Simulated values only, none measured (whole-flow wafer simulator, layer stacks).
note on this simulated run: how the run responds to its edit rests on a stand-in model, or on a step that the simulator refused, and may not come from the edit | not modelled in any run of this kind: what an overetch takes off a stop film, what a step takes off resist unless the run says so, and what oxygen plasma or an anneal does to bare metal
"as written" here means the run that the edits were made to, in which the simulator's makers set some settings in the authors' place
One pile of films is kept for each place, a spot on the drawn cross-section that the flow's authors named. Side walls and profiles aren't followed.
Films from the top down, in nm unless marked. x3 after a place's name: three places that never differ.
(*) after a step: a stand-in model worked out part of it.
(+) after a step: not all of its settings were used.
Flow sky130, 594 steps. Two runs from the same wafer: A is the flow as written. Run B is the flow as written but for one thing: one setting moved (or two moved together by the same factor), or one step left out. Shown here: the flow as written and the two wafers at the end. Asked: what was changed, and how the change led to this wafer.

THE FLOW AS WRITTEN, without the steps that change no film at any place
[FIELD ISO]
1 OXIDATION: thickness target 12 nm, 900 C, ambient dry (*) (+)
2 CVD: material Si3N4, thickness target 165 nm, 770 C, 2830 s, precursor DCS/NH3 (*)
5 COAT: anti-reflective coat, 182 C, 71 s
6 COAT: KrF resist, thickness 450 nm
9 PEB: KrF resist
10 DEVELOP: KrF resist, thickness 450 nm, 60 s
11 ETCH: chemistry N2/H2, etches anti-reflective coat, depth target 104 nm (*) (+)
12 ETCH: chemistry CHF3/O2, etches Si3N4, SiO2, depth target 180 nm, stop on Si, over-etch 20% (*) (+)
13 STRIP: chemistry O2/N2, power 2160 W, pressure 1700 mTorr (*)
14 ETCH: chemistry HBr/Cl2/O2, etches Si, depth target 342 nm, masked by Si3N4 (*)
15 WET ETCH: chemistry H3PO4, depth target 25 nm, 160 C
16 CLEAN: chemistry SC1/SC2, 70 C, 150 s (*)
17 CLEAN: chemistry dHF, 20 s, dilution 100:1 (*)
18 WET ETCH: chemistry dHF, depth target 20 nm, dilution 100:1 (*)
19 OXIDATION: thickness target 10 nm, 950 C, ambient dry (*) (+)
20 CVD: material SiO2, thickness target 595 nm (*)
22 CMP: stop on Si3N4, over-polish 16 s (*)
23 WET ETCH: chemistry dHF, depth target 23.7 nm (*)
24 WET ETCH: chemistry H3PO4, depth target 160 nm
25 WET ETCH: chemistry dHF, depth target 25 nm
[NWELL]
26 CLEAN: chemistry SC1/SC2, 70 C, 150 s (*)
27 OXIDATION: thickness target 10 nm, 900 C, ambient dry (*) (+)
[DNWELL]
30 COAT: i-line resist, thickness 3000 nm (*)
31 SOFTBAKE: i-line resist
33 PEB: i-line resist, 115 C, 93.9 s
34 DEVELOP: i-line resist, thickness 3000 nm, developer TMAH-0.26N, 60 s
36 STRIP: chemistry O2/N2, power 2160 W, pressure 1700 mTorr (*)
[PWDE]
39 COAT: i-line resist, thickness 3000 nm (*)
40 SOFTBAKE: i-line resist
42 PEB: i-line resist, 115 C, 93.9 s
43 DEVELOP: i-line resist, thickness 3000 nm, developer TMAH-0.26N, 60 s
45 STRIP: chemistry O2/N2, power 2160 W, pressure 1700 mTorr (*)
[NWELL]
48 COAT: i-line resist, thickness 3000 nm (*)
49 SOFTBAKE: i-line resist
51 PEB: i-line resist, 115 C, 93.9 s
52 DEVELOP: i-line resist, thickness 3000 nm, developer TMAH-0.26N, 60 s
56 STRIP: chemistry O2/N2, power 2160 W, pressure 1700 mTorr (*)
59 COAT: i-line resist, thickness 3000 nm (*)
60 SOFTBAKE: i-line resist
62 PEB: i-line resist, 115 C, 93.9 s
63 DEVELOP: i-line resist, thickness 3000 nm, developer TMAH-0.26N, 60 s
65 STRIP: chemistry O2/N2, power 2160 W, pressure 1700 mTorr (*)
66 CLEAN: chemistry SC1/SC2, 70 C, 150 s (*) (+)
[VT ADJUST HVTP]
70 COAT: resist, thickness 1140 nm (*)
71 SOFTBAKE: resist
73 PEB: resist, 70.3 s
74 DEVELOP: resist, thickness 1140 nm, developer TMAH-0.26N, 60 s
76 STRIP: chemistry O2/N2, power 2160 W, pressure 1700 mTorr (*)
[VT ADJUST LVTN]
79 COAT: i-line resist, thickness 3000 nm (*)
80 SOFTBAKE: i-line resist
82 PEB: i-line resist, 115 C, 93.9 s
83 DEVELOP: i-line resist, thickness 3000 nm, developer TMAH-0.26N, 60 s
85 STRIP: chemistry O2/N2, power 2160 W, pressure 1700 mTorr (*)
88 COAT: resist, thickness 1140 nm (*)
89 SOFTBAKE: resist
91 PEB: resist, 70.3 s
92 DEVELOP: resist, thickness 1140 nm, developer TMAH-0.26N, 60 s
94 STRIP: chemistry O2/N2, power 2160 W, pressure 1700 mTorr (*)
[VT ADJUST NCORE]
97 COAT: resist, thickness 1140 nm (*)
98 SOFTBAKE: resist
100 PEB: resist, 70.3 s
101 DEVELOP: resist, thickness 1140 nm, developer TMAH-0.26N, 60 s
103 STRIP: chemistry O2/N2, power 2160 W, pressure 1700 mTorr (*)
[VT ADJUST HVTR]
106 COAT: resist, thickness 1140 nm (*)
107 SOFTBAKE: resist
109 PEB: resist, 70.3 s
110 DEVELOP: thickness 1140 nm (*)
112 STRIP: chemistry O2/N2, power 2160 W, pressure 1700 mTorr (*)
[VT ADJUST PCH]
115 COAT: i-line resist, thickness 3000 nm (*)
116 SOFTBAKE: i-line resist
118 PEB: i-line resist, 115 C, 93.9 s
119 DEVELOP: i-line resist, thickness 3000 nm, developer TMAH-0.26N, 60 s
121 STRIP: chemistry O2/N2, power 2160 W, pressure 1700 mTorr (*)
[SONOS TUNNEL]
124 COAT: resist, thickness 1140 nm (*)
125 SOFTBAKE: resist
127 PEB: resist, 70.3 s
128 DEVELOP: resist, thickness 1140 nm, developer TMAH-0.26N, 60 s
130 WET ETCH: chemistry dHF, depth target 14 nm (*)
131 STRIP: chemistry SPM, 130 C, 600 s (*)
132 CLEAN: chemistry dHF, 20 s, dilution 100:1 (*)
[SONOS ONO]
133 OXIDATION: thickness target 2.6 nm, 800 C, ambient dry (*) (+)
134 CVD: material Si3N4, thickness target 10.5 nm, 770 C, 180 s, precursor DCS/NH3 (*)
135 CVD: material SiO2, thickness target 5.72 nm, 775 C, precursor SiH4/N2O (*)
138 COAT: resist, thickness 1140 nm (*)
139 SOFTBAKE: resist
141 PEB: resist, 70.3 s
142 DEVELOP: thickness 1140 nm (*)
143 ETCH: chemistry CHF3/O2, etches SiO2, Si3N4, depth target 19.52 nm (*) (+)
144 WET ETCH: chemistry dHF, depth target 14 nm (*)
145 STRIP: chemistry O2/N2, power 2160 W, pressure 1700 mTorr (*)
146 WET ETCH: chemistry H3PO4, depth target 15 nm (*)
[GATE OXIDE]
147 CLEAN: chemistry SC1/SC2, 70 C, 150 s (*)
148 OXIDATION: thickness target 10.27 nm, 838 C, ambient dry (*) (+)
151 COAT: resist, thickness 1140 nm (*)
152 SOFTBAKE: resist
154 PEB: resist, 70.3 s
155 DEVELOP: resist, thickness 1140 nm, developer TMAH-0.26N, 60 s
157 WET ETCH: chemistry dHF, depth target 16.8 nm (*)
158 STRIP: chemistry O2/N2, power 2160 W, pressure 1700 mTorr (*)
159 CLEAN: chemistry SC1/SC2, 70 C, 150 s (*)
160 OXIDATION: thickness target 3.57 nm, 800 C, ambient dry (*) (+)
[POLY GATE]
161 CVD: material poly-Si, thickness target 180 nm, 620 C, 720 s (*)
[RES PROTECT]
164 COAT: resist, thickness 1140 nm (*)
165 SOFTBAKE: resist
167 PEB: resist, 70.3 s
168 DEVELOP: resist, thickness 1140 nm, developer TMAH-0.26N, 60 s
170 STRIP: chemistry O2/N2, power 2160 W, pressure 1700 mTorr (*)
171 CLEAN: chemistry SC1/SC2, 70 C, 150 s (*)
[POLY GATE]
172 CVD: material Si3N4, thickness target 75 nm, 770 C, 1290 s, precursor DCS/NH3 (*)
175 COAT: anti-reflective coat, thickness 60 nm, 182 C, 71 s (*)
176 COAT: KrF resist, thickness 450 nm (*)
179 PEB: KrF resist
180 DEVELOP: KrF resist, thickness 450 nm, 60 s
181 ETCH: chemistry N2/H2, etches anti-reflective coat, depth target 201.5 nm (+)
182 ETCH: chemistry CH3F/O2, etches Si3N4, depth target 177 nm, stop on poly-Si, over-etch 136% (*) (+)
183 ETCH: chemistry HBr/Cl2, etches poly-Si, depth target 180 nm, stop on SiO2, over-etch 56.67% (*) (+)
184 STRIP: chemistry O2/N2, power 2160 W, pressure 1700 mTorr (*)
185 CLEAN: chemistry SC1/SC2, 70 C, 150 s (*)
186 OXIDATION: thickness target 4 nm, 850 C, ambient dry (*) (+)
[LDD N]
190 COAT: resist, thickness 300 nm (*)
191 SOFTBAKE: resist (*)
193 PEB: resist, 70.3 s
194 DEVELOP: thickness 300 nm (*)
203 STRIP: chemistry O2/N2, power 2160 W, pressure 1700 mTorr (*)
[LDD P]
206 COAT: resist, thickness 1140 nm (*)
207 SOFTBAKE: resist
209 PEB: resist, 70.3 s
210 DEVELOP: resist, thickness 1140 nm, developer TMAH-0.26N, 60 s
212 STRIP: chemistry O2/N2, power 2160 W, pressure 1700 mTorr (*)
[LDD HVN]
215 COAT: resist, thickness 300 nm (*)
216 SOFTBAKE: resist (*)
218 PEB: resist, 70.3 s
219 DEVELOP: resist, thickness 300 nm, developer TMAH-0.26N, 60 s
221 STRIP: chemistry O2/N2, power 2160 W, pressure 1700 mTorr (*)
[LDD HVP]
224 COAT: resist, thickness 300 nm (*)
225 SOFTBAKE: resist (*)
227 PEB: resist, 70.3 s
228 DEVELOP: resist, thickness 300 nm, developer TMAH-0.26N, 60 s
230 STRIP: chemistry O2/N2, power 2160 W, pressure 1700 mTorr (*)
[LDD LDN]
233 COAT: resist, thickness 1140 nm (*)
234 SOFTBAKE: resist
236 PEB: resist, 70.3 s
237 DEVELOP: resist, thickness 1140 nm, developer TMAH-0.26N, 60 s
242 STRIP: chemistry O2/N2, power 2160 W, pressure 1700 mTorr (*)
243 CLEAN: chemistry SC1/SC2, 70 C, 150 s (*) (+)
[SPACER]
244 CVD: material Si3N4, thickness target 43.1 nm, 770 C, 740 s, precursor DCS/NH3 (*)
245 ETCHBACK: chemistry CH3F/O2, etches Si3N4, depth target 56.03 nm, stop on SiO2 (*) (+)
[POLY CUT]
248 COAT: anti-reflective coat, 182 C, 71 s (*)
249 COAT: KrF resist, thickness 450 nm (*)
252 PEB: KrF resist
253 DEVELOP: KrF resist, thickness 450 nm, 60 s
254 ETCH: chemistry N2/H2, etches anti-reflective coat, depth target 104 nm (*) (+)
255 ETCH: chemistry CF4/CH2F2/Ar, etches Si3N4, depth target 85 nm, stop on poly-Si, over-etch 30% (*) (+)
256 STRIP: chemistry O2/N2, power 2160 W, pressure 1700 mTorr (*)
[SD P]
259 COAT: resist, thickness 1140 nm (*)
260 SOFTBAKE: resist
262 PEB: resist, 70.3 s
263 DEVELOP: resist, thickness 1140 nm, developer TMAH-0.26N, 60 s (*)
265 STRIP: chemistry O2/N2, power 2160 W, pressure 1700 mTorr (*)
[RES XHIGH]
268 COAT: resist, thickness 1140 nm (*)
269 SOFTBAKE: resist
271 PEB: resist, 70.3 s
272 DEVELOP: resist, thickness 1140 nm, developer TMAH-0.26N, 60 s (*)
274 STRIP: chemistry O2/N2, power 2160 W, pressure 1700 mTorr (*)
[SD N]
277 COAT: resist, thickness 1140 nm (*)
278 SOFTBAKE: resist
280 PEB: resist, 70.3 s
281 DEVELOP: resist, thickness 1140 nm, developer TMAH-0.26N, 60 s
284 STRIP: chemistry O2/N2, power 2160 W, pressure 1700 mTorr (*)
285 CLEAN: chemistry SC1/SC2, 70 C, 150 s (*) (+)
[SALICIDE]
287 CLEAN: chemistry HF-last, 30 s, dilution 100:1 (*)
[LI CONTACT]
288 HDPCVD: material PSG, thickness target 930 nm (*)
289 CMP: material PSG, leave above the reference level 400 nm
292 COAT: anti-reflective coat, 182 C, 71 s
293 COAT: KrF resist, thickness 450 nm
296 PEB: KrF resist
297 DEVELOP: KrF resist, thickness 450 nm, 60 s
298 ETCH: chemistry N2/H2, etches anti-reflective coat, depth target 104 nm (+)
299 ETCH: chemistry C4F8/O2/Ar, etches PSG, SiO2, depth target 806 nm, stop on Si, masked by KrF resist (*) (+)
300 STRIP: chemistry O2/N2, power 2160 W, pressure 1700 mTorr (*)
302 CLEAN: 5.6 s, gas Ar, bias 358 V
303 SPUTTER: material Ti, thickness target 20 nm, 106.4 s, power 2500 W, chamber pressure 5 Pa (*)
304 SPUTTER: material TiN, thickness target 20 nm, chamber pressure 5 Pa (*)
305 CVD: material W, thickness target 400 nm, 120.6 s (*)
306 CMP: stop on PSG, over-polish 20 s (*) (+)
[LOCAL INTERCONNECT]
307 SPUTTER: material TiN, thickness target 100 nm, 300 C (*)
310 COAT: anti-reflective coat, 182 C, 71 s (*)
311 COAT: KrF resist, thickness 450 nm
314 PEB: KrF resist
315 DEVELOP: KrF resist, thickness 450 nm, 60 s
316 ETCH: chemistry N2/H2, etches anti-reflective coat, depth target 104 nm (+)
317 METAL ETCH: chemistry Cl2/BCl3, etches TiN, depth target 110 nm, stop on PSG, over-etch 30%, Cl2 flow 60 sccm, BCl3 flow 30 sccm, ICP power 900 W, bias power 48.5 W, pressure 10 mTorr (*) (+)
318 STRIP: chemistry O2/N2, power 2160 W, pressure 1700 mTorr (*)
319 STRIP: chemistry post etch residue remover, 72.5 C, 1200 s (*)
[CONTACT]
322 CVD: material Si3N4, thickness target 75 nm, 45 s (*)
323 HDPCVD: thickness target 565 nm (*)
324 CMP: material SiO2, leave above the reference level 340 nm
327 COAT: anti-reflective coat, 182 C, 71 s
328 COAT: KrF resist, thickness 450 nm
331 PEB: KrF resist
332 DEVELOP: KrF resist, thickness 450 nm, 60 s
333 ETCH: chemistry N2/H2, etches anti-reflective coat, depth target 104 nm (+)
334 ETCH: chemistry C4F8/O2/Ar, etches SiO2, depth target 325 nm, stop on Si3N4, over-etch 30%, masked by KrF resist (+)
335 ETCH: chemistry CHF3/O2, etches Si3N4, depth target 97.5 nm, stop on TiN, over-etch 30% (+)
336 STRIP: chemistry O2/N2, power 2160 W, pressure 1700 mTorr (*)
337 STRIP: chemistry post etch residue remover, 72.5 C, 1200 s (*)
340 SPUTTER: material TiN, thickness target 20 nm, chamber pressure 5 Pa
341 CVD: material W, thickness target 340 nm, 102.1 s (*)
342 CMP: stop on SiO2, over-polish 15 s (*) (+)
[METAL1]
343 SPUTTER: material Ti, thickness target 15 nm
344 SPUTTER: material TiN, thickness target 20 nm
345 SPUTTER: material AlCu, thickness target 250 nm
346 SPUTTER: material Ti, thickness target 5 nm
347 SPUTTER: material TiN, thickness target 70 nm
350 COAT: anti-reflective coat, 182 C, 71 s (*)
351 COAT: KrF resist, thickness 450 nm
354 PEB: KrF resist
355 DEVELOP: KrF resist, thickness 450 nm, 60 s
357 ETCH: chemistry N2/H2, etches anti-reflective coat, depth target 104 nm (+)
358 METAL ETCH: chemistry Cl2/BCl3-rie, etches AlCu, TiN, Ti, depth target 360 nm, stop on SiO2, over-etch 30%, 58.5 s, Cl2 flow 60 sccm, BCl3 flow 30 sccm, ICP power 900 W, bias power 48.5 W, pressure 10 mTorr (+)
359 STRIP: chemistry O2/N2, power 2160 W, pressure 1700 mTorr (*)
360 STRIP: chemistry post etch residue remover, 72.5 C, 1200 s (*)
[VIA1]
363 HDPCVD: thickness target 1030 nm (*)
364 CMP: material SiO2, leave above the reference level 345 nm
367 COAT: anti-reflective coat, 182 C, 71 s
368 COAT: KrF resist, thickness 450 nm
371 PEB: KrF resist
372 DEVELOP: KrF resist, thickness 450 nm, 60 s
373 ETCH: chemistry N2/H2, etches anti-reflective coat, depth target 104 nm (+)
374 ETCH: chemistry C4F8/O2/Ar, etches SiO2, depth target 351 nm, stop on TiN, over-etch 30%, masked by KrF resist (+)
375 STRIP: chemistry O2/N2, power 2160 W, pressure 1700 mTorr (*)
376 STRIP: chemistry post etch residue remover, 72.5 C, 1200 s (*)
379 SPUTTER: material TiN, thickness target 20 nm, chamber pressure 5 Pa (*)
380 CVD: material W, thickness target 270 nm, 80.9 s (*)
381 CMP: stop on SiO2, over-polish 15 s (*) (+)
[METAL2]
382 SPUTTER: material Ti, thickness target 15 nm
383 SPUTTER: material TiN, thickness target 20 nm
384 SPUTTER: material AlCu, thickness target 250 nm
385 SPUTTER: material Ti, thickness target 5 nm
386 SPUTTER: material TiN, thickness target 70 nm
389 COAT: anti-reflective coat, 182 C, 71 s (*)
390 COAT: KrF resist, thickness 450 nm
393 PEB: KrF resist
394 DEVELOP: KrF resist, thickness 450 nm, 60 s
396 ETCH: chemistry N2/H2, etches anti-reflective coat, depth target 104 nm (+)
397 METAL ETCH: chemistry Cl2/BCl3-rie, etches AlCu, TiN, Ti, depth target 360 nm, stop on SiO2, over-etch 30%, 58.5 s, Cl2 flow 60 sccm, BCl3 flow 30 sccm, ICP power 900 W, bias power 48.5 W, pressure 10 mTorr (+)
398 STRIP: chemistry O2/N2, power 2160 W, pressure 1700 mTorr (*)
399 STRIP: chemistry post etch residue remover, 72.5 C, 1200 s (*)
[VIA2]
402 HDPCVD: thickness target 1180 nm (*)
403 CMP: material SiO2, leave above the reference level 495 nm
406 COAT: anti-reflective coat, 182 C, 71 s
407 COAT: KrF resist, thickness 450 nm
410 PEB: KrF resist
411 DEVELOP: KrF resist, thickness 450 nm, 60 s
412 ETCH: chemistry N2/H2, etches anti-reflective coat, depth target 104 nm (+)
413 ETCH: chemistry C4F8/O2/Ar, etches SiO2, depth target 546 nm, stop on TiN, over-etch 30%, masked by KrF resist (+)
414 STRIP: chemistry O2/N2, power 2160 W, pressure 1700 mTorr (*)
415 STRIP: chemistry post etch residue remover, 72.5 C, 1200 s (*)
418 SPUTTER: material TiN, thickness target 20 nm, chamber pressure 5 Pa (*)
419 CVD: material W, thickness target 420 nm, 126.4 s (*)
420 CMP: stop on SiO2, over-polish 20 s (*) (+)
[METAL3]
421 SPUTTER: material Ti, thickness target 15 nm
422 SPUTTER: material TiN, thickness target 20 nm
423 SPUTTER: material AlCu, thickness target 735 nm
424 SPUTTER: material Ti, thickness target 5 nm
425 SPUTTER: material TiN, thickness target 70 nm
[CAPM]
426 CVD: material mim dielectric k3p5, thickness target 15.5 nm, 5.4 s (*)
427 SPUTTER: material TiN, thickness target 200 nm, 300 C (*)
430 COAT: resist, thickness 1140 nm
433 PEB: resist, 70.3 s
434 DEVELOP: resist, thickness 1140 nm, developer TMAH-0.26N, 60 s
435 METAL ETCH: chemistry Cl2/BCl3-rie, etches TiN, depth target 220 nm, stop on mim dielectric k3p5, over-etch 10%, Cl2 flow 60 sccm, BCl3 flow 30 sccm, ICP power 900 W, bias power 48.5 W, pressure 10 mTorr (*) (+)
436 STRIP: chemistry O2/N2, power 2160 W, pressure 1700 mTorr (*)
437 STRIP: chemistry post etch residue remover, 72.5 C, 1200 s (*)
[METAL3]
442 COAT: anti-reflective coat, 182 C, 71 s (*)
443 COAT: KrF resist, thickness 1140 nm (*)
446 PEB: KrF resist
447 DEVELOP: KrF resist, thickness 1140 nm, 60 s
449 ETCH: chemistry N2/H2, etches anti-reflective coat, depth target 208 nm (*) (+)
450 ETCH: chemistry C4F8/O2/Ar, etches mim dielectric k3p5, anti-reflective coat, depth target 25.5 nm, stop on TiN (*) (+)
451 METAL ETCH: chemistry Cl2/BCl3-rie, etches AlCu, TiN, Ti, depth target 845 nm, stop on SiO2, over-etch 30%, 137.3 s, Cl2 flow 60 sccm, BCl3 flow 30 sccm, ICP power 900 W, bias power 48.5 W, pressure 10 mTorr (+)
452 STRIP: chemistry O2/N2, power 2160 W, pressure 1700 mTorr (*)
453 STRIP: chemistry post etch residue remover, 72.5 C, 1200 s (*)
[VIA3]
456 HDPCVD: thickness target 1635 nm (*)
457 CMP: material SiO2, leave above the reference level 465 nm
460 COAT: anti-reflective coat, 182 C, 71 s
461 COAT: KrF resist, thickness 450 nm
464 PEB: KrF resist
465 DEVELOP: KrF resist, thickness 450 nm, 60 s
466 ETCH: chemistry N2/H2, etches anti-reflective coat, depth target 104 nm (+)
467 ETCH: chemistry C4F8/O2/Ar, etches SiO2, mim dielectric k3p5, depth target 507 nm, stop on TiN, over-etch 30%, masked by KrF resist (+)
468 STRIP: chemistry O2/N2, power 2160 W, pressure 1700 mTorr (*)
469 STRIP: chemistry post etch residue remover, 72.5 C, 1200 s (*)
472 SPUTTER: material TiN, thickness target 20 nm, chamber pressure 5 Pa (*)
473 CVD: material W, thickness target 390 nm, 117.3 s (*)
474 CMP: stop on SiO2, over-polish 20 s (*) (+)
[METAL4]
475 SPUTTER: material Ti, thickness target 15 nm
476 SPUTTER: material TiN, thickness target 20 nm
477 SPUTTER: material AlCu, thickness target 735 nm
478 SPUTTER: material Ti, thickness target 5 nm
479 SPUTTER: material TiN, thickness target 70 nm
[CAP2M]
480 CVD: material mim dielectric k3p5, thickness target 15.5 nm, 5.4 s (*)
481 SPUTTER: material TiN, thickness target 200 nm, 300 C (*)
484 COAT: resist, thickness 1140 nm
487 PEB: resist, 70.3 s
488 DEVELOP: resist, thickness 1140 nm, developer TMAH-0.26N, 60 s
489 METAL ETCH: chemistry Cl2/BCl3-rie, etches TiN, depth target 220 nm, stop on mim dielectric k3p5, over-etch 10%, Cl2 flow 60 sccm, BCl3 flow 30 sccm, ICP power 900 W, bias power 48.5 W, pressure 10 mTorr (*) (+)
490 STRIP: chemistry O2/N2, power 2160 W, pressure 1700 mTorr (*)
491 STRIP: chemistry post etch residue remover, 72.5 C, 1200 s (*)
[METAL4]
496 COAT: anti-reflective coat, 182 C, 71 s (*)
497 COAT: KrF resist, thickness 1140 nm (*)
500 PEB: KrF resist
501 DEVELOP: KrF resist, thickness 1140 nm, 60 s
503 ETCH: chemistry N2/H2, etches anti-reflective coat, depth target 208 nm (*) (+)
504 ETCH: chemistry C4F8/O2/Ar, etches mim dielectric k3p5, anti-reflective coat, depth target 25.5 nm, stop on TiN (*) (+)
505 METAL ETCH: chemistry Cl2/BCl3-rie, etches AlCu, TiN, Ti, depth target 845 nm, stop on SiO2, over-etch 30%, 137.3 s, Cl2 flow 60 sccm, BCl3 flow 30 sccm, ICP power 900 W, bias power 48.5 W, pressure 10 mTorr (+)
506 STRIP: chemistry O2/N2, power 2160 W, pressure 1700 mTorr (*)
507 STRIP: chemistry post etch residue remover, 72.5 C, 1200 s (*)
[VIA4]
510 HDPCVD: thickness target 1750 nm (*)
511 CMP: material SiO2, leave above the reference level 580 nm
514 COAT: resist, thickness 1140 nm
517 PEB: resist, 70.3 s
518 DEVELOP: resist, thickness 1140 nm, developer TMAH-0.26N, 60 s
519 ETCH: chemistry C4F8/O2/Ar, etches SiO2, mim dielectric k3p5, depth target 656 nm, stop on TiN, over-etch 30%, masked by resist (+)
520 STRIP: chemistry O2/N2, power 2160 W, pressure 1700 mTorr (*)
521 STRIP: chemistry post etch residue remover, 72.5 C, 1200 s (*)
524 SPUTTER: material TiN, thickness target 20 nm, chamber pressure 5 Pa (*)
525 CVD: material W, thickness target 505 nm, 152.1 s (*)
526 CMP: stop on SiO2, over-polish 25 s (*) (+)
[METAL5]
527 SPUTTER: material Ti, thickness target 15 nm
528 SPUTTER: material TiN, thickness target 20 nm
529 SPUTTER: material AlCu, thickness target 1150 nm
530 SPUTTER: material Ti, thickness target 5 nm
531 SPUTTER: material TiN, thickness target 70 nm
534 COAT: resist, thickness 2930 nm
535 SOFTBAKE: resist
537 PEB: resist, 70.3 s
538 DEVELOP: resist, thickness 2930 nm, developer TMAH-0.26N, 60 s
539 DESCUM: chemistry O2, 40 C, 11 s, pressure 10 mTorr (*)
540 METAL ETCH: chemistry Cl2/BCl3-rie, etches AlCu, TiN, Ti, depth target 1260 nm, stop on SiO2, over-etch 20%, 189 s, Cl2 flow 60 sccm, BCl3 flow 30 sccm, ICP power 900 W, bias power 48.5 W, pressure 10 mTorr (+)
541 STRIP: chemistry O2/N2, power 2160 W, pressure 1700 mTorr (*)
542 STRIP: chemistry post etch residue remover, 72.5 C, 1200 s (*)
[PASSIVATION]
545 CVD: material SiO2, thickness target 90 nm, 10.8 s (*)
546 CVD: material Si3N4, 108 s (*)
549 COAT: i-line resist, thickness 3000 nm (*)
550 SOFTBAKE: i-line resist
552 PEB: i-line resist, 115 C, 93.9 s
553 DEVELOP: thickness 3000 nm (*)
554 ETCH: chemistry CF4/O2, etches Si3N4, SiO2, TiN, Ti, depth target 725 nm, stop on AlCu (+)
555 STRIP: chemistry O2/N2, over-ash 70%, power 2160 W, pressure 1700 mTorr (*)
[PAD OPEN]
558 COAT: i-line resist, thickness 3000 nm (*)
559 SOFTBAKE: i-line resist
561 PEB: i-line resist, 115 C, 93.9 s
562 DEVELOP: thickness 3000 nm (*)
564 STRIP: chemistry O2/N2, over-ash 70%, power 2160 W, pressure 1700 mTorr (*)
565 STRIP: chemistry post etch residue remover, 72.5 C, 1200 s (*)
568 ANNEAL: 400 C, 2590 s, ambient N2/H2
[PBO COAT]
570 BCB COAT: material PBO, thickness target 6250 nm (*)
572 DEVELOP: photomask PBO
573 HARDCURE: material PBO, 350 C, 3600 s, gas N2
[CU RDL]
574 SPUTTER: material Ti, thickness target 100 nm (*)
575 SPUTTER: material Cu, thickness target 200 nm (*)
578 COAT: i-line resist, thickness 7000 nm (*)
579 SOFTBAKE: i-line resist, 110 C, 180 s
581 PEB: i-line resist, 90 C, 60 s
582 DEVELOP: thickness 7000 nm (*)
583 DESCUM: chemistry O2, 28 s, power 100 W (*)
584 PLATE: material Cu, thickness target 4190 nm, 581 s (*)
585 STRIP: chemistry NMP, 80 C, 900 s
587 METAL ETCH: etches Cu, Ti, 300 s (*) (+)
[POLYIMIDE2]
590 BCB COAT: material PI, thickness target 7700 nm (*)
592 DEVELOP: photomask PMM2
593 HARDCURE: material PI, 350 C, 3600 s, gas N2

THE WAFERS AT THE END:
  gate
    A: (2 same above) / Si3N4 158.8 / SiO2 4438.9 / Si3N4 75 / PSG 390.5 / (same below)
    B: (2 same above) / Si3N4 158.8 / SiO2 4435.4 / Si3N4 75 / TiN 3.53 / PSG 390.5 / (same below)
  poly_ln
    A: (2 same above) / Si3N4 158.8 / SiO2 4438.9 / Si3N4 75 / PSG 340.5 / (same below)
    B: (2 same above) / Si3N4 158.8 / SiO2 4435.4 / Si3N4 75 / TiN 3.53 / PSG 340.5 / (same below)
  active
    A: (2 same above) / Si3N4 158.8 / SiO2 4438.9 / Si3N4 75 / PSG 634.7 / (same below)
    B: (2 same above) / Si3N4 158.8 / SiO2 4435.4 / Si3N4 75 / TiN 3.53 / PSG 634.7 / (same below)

The cause: step 316, ETCH: depth target 70.2 nm was run, where the flow has depth target 104 nm.

How the change led to this, step by step:
  316 ETCH: chemistry N2/H2, etches anti-reflective coat, depth target 104 nm (+)
      field, active, gate and 87 more: A anti-reflective coat -80 (all of it), TiN -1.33 | B anti-reflective coat -70.2
      rpo_hd: A anti-reflective coat -80 (all of it), TiN -1.34 | B anti-reflective coat -70.2
      (and at 100 more places)
  317 METAL ETCH: chemistry Cl2/BCl3, etches TiN, depth target 110 nm, stop on PSG, over-etch 30%, Cl2 flow 60 sccm, BCl3 flow 30 sccm, ICP power 900 W, bias power 48.5 W, pressure 10 mTorr (*) (+)
      field, active, gate and 79 more: A TiN -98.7 (all of it) | B anti-reflective coat -9.8 (all of it), TiN -96
      mim_edge_plate_strap, mim_edge_plate, mim_edge_gap, mim_edge_gap_sheet, rpo_wd: A TiN -98.7 (all of it) | B anti-reflective coat -9.8 (all of it), TiN -96.1
      (and at 4 more places)
  318 STRIP: chemistry O2/N2, power 2160 W, pressure 1700 mTorr (*)
      n_well, p_well, gate_hv and 93 more: A KrF resist -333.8 (all of it), anti-reflective coat -80 (all of it) | B KrF resist -352.6 (all of it), anti-reflective coat -80 (all of it)
      poly_licon, ndiff_licon, rpo_hd_licon: A KrF resist -333.9 (all of it), anti-reflective coat -80.5 (all of it) | B KrF resist -352.7 (all of it), anti-reflective coat -80.5 (all of it)
      (and at 1 more place)
Counting metal films that touch as one body, gate has 1 body; the flow as written gives 0 bodies.
Counting metal films that touch as one body, poly_ln has 1 body; the flow as written gives 0 bodies.
Counting metal films that touch as one body, active has 1 body; the flow as written gives 0 bodies.
